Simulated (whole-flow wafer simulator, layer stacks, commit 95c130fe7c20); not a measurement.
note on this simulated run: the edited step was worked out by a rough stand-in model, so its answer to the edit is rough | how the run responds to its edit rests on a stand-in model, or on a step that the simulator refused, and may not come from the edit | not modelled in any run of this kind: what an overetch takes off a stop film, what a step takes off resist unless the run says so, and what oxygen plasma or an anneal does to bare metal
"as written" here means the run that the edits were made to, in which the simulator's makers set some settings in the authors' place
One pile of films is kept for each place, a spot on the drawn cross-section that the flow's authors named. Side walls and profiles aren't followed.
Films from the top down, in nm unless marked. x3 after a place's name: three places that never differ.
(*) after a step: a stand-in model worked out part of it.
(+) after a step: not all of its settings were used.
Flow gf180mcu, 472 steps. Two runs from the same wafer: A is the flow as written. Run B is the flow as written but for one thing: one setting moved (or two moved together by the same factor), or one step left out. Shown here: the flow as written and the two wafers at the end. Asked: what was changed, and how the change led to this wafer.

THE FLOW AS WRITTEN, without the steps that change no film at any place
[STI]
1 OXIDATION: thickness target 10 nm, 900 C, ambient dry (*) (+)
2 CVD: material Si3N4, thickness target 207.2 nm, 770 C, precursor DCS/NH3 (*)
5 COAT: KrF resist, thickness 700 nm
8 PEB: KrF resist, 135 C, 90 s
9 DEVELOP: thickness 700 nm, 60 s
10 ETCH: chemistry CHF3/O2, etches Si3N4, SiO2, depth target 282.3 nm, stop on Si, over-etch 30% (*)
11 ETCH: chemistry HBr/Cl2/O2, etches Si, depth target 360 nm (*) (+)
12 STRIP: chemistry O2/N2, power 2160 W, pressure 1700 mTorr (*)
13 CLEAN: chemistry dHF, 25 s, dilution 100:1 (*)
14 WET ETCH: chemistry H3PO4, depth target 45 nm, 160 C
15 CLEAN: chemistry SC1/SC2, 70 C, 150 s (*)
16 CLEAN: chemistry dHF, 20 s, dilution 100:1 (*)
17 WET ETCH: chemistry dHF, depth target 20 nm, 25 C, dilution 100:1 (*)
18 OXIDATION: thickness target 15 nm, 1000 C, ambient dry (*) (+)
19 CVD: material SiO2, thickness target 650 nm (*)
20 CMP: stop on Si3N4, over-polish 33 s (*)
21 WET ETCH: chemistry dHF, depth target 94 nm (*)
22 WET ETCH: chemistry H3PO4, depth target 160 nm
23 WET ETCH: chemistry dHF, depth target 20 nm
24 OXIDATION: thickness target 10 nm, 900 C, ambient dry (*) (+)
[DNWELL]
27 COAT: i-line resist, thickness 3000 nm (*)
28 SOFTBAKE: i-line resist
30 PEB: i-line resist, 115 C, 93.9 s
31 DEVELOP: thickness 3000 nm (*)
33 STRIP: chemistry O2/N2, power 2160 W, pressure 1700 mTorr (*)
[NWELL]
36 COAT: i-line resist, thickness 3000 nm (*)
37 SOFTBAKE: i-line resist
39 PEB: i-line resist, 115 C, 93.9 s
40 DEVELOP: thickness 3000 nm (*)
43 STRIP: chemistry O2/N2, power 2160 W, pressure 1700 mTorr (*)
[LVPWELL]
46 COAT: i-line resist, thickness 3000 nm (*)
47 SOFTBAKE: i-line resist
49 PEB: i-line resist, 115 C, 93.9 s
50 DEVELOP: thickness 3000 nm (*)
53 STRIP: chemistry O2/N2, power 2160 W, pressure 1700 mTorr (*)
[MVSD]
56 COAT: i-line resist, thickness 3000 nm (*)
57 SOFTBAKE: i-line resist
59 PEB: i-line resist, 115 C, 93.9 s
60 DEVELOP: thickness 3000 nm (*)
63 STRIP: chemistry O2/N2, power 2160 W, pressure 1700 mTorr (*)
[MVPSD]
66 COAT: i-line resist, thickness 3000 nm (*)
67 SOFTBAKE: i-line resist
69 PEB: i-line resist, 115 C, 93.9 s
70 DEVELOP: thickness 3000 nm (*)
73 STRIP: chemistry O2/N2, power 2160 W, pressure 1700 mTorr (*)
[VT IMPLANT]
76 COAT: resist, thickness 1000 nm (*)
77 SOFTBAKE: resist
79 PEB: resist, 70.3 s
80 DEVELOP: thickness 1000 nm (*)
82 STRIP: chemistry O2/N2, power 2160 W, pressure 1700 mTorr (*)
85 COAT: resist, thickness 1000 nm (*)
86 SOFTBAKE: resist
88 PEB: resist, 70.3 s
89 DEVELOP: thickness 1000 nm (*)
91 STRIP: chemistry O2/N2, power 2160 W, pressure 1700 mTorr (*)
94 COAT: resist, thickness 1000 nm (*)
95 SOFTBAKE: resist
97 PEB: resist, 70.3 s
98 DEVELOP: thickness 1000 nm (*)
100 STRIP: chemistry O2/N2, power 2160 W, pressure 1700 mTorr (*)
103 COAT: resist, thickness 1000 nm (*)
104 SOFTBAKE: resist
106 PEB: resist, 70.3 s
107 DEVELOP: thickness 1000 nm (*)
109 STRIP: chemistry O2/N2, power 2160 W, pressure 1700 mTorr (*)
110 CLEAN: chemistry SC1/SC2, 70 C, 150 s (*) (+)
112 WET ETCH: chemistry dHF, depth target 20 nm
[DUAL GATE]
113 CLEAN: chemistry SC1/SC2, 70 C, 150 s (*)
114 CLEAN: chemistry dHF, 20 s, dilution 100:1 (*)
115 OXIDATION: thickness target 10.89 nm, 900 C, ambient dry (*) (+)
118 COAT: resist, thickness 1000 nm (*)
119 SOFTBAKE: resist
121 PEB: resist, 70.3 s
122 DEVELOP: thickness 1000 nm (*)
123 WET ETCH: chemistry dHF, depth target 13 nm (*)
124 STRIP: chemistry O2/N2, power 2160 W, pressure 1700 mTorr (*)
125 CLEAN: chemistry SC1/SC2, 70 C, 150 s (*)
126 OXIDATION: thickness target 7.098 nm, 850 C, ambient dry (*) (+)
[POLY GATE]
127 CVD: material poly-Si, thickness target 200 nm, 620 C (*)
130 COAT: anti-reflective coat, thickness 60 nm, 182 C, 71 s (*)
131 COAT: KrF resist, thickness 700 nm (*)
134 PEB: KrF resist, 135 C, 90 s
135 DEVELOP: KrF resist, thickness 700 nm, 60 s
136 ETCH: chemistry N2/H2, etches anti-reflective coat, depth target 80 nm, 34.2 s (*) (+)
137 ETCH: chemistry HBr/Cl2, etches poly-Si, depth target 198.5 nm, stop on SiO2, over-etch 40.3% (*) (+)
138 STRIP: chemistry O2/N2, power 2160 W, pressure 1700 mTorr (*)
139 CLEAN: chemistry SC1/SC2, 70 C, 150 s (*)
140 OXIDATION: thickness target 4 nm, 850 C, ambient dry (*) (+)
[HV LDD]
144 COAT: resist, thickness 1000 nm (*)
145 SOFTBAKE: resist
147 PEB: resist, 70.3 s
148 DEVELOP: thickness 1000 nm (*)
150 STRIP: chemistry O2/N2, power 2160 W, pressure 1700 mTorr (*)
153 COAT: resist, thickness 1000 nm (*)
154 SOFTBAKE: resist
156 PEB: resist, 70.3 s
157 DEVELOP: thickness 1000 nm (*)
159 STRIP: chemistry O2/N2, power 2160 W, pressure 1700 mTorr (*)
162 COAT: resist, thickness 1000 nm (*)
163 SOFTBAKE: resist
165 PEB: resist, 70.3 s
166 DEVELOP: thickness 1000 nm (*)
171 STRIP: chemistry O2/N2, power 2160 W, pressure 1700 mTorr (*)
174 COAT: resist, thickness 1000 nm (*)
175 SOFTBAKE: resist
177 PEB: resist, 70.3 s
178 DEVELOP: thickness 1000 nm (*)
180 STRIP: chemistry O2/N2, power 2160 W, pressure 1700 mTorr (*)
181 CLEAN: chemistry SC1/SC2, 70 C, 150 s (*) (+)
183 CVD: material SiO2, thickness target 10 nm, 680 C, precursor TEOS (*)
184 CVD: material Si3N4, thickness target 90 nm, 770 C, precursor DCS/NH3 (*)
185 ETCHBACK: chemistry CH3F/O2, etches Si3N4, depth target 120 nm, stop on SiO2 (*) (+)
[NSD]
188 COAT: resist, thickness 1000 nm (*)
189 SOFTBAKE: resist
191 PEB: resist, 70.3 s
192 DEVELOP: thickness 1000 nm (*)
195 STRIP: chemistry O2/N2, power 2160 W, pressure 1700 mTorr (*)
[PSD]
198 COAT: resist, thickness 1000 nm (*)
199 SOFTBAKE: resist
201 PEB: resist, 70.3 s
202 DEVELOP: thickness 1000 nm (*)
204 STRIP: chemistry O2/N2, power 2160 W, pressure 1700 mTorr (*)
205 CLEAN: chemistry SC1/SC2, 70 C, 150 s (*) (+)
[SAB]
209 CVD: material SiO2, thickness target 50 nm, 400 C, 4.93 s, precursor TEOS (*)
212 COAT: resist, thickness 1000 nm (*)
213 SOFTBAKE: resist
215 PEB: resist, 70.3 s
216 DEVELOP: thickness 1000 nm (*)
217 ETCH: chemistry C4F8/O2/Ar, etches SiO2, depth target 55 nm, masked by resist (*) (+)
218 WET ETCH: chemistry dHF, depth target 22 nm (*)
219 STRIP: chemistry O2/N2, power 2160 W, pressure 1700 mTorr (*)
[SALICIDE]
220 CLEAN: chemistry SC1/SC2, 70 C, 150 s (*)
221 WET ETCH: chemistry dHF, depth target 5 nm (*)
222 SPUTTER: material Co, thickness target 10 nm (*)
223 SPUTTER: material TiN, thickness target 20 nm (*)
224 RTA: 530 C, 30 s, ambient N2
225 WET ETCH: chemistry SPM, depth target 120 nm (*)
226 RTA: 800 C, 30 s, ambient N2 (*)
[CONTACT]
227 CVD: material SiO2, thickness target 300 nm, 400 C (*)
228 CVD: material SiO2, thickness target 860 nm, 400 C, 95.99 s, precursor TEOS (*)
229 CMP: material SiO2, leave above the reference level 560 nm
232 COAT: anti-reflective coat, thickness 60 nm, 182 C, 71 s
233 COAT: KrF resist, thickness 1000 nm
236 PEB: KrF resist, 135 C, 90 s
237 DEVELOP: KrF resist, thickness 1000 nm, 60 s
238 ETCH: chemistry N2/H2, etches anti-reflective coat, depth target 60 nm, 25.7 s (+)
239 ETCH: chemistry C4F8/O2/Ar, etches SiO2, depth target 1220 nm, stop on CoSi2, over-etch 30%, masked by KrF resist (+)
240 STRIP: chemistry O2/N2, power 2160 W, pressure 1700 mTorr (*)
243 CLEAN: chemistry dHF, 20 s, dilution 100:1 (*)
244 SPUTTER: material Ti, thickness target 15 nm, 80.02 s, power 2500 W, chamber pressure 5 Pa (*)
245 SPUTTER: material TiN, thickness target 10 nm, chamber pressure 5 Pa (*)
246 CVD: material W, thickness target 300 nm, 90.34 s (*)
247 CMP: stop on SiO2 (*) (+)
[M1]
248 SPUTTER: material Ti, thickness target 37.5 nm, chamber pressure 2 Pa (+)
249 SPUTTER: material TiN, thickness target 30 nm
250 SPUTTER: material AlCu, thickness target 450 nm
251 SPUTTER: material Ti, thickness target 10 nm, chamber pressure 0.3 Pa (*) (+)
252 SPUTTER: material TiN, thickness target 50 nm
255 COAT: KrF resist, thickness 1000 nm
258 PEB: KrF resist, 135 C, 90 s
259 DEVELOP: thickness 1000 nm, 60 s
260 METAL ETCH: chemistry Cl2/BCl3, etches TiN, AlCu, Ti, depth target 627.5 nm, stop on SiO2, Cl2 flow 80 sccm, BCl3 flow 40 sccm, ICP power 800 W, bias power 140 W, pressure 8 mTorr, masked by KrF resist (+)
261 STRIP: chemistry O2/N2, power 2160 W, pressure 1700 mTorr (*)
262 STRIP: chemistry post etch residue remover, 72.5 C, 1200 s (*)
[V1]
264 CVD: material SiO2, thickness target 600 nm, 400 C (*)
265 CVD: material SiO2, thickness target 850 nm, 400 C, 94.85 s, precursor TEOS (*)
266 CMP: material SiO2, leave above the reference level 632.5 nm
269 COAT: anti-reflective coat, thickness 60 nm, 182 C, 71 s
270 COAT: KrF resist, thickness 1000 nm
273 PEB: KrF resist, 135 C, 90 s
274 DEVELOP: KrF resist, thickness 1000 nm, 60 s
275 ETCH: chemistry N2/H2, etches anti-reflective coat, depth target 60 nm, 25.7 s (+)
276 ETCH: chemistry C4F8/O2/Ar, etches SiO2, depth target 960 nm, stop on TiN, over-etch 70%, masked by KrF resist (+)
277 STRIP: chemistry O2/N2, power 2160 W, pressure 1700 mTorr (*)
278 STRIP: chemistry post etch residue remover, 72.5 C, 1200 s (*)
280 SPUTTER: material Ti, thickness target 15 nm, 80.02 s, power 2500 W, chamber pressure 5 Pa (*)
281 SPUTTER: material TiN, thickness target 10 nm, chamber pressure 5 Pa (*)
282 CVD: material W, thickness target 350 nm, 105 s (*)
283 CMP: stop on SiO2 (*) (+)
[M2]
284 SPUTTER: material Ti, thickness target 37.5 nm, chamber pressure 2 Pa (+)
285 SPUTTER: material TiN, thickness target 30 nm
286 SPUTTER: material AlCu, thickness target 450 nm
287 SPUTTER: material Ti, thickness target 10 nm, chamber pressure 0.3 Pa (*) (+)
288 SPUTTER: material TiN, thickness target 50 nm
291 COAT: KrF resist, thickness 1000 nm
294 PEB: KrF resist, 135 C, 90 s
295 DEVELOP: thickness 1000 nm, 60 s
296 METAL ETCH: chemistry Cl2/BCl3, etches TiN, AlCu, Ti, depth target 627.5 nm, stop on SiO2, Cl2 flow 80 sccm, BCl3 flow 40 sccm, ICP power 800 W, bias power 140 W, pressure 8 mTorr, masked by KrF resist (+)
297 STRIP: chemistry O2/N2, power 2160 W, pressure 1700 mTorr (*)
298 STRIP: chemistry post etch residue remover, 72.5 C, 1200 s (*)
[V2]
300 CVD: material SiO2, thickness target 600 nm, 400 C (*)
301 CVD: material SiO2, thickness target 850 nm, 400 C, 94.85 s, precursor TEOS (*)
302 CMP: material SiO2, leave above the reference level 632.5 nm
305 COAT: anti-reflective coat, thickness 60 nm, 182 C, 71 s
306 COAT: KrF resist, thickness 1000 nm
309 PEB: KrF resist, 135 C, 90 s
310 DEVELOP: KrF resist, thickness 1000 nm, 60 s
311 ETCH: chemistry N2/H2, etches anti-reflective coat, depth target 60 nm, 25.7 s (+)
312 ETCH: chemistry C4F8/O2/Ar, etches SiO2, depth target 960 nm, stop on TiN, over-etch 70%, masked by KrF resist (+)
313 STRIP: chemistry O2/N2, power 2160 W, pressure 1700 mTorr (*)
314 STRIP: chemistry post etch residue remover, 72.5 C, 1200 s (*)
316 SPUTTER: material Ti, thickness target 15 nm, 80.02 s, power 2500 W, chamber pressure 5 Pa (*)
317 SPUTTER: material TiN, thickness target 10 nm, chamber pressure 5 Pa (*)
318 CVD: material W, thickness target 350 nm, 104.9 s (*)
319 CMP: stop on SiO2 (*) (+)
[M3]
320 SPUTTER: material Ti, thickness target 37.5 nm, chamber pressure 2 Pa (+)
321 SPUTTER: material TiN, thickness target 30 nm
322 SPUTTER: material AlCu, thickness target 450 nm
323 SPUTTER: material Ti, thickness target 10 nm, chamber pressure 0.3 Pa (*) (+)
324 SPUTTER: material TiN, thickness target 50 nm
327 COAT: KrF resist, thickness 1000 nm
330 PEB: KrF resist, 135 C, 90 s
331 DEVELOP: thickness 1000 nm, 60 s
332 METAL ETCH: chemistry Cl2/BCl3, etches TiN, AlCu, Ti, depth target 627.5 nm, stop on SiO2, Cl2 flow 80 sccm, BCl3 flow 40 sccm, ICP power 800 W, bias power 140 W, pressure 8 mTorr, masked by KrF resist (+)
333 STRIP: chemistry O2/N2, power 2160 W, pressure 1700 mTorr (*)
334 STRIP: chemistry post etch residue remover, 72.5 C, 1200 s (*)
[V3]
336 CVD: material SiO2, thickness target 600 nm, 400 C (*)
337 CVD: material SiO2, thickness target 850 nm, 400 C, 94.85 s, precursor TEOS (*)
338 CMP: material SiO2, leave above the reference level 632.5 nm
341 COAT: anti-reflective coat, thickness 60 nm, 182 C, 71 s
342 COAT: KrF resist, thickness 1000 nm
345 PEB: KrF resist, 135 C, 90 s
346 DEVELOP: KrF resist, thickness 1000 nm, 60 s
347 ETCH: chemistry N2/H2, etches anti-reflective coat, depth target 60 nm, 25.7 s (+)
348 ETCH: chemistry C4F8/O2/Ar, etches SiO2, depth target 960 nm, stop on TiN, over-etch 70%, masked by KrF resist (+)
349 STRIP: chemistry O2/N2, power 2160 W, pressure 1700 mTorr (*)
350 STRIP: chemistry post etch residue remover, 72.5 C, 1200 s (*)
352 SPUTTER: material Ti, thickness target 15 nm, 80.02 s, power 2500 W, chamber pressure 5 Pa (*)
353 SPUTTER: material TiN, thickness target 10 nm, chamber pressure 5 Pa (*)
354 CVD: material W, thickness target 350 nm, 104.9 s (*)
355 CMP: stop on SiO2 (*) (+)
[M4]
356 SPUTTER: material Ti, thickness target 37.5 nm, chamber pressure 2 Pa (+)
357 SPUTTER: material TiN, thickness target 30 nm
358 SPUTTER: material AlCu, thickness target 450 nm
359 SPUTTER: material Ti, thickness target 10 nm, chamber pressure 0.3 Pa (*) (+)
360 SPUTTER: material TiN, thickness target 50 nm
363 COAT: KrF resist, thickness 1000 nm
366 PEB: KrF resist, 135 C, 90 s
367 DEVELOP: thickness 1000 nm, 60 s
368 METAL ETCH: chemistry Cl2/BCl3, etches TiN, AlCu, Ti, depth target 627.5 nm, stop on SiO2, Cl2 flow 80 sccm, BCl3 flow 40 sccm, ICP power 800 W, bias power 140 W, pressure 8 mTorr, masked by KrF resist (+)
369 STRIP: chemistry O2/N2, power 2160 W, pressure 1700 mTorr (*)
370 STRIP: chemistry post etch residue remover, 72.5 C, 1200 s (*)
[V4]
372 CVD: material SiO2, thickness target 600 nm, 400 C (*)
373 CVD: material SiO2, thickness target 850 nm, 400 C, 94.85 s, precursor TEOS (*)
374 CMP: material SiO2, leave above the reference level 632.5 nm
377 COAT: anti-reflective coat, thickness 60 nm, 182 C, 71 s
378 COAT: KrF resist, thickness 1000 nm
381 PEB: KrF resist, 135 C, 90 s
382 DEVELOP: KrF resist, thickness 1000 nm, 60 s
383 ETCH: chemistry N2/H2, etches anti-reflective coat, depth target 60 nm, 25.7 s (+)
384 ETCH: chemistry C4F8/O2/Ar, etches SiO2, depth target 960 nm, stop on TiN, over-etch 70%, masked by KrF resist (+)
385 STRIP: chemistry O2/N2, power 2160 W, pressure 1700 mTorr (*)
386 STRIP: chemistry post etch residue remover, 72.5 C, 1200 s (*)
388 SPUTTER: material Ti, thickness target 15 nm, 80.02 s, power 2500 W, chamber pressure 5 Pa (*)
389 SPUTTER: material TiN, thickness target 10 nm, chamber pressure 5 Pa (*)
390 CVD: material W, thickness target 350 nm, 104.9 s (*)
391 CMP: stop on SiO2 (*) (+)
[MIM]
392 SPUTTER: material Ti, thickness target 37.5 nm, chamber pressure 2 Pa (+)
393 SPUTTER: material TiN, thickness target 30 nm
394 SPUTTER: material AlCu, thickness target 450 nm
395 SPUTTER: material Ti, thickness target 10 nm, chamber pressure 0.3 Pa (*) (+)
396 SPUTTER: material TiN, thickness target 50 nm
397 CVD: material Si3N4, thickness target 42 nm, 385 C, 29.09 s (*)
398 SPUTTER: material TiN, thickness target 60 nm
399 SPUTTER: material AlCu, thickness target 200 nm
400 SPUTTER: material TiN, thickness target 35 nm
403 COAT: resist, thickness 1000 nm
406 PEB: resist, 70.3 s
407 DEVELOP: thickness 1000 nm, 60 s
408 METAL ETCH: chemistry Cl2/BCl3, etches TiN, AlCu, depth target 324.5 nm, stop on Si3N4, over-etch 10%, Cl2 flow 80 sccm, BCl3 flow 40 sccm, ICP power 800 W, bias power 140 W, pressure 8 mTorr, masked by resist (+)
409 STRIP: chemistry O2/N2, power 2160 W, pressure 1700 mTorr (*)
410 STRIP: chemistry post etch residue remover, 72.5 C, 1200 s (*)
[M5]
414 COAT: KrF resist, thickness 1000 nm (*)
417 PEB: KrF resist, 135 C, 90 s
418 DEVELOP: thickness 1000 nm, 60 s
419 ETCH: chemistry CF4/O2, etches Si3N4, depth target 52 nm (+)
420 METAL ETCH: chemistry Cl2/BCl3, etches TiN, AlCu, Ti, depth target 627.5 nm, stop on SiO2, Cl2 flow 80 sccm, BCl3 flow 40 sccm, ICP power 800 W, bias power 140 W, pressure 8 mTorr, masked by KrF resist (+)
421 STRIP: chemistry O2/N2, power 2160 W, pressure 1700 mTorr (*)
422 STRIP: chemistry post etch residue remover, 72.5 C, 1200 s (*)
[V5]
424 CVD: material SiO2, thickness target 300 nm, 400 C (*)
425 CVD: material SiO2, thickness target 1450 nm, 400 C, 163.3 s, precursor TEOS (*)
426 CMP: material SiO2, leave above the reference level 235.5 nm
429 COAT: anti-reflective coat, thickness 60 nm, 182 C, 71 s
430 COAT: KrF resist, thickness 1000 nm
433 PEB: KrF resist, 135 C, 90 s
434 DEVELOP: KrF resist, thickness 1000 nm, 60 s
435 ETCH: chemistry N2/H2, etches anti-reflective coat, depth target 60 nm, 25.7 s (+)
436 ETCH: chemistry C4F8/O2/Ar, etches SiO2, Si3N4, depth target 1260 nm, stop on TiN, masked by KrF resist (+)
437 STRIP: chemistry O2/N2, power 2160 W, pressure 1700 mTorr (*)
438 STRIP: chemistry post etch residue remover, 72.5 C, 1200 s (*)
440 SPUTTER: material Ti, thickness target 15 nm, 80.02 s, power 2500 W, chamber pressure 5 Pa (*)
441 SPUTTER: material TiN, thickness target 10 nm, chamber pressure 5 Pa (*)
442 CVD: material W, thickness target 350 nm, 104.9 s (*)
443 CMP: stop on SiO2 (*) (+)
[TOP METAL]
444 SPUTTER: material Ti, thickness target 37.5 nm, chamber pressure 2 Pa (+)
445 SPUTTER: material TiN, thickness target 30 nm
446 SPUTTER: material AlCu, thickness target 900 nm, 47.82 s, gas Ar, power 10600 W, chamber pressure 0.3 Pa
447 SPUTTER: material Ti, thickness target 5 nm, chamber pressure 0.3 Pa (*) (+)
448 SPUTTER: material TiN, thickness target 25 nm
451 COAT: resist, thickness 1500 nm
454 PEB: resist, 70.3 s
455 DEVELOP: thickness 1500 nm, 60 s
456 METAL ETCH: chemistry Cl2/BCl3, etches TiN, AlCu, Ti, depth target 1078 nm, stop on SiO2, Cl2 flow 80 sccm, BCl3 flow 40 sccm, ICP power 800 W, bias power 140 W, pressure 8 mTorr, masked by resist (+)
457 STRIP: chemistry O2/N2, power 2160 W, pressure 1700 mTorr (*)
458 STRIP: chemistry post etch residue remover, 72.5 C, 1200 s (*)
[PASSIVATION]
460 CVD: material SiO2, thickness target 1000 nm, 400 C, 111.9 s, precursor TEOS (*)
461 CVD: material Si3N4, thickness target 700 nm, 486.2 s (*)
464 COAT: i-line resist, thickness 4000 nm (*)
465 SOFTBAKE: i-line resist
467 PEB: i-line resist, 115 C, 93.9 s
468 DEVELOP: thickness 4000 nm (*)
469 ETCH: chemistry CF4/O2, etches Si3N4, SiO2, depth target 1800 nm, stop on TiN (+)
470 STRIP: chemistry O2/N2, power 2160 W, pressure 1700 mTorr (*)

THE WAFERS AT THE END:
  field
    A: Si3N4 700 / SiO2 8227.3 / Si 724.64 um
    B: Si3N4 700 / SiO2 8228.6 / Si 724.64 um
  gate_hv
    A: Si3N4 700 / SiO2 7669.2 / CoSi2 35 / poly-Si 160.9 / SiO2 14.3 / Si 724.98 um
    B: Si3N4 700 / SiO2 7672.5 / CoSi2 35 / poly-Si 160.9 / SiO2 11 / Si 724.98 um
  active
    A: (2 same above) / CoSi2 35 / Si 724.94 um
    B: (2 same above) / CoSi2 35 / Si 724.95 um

The cause: step 126, OXIDATION: 722 C was run, where the flow has 850 C.

How the change led to this, step by step:
  126 OXIDATION: thickness target 7.098 nm, 850 C, ambient dry (*) (+)
      field_sub__w1, field_sub__w3, field_sub__w4 and 18 more: A SiO2 +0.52, Si -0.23 | B nothing
      sti, mim_1p0, pad and 7 more: A SiO2 +0.53, Si -0.24 | B nothing
      (and at 61 more places)
  130 COAT: anti-reflective coat, thickness 60 nm, 182 C, 71 s (*)
      p_well, spacer, sd_n: A anti-reflective coat +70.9 (new film) | B anti-reflective coat +72.9 (new film)
      field_sub__w1: A anti-reflective coat +46.8 (new film) | B anti-reflective coat +45.8 (new film)
      (and at 3 more places)
  136 ETCH: chemistry N2/H2, etches anti-reflective coat, depth target 80 nm, 34.2 s (*) (+)
      p_well, spacer, sd_n: A anti-reflective coat -70.9 (all of it), poly-Si -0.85 | B anti-reflective coat -72.9 (all of it), poly-Si -0.8
      field_sub__w1: A anti-reflective coat -46.8 (all of it), poly-Si -1.47 | B anti-reflective coat -45.8 (all of it), poly-Si -1.49
      (and at 3 more places)
  140 OXIDATION: thickness target 4 nm, 850 C, ambient dry (*) (+)
      active, n_well, p_well and 10 more: A SiO2 +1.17, Si -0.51 | B SiO2 +1.89, Si -0.83
  145 SOFTBAKE: resist
      active_nat: A resist +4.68 | B resist +8.91
  154 SOFTBAKE: resist
      active_nat: A resist +4.68 | B resist +8.91
  163 SOFTBAKE: resist
      active_nat: A resist +4.68 | B resist +8.91
  175 SOFTBAKE: resist
      active_nat: A resist +4.68 | B resist +8.91
  189 SOFTBAKE: resist
      field__w9: A resist +6.92 | B resist -3.07
      active_hv: A resist +2.68 | B resist -0.49
      (and at 1 more place)
  199 SOFTBAKE: resist
      field__w9: A resist +6.92 | B resist -3.07
      active_hv: A resist +2.68 | B resist -0.49
      (and at 1 more place)
  218 WET ETCH: chemistry dHF, depth target 22 nm (*)
      active, p_well, sd_n, iso_ptap_pw, iso_ntap_nw, iso_ptap_sub, vpnp_e: A SiO2 -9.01 (all of it) | B SiO2 -5.48 (all of it)
      ldn_tap, ldn_src, ldn_drn, ldp_tap, ldp_src, ldp_drn, ldp_gr: A SiO2 -16 (all of it) | B SiO2 -12.9 (all of it)
      (and at 9 more places)
  223 SPUTTER: material TiN, thickness target 20 nm (*)
      field__w12: A TiN +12 (new film) | B TiN +12.6 (new film)
  225 WET ETCH: chemistry SPM, depth target 120 nm (*)
      field__w12: A TiN -12 (all of it), Co -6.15 (all of it) | B TiN -12.6 (all of it), Co -6.14 (all of it)
